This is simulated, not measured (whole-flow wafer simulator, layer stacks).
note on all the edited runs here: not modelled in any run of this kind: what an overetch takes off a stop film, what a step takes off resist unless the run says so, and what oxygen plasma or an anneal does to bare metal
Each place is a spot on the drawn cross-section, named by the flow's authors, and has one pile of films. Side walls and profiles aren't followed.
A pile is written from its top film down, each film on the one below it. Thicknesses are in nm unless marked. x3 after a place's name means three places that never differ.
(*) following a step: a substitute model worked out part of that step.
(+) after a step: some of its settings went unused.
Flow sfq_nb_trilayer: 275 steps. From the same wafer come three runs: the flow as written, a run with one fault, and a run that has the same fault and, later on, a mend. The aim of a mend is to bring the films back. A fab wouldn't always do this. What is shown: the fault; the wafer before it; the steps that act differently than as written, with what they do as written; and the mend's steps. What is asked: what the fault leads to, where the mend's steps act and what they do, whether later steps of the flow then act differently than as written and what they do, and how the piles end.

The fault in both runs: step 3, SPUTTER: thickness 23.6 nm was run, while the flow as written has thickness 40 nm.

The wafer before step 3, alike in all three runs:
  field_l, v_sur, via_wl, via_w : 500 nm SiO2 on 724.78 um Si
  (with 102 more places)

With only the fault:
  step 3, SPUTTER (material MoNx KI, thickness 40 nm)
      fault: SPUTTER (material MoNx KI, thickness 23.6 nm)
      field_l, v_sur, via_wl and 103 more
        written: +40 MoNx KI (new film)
        fault: +23.6 MoNx KI (new film)
  Later steps of the flow acting differently than as written (8 more steps, not shown, differ only slightly: by at most 2% or 0.5 nm, whichever is larger):
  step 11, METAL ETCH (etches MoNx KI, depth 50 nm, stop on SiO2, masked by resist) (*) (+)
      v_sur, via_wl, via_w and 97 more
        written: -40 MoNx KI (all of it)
        fault: -23.6 MoNx KI (all of it)
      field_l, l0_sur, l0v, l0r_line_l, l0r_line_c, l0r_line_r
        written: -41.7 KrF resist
        fault: -29.5 KrF resist
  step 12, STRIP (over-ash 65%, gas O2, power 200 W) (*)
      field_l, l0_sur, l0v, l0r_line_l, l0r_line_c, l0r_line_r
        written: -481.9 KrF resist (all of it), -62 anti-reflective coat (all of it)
        fault: -494.1 KrF resist (all of it), -62 anti-reflective coat (all of it)
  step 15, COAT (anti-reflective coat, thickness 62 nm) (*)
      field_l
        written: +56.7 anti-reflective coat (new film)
        fault: +58.6 anti-reflective coat (new film)
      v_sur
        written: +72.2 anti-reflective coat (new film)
        fault: +68.1 anti-reflective coat (new film)
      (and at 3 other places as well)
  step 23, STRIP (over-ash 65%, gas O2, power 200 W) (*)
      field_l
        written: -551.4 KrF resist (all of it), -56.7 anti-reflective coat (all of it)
        fault: -554.9 KrF resist (all of it), -58.6 anti-reflective coat (all of it)
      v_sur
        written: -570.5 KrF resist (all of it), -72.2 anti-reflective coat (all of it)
        fault: -565.8 KrF resist (all of it), -68.1 anti-reflective coat (all of it)
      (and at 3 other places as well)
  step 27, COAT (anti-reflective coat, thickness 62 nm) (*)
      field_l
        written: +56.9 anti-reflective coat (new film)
        fault: +58.8 anti-reflective coat (new film)
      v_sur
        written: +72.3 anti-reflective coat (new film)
        fault: +68.1 anti-reflective coat (new film)
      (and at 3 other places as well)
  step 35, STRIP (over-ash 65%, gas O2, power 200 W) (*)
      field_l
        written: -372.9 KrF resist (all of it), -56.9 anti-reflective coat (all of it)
        fault: -376.8 KrF resist (all of it), -58.8 anti-reflective coat (all of it)
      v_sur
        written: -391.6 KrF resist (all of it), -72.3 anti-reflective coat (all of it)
        fault: -387.7 KrF resist (all of it), -68.1 anti-reflective coat (all of it)
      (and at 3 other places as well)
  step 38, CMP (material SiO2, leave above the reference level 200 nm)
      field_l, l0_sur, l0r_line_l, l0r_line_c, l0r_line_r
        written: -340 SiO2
        fault: -323.6 SiO2
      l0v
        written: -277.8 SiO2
        fault: -261.4 SiO2
  At field_l, l0_sur, l0v, l0r_line_l, l0r_line_c, l0r_line_r, the piles at the end differ from the flow's by more than 2% or 0.5 nm, whichever is larger.
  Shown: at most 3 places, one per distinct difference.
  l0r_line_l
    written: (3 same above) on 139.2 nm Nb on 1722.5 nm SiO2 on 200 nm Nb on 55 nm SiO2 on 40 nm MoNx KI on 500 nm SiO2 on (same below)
    fault: (3 same above) on 139.2 nm Nb on 1738.9 nm SiO2 on 200 nm Nb on 55 nm SiO2 on 23.6 nm MoNx KI on 500 nm SiO2 on (same below)
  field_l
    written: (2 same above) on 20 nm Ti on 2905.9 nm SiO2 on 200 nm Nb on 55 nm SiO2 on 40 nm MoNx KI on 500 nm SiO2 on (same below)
    fault: (2 same above) on 20 nm Ti on 2922.3 nm SiO2 on 200 nm Nb on 55 nm SiO2 on 23.6 nm MoNx KI on 500 nm SiO2 on (same below)
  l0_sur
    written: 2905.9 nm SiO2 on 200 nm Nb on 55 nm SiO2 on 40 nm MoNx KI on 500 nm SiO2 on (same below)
    fault: 2922.3 nm SiO2 on 200 nm Nb on 55 nm SiO2 on 23.6 nm MoNx KI on 500 nm SiO2 on (same below)

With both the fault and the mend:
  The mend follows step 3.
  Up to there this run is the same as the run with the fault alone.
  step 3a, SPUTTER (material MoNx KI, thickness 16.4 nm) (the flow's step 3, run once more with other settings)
      field_l, v_sur, via_wl and 103 more
        +16.4 MoNx KI
  None of the later steps of the flow acts differently than as written at any place that is followed.
  The piles end the same as the flow's at every place that both follow.
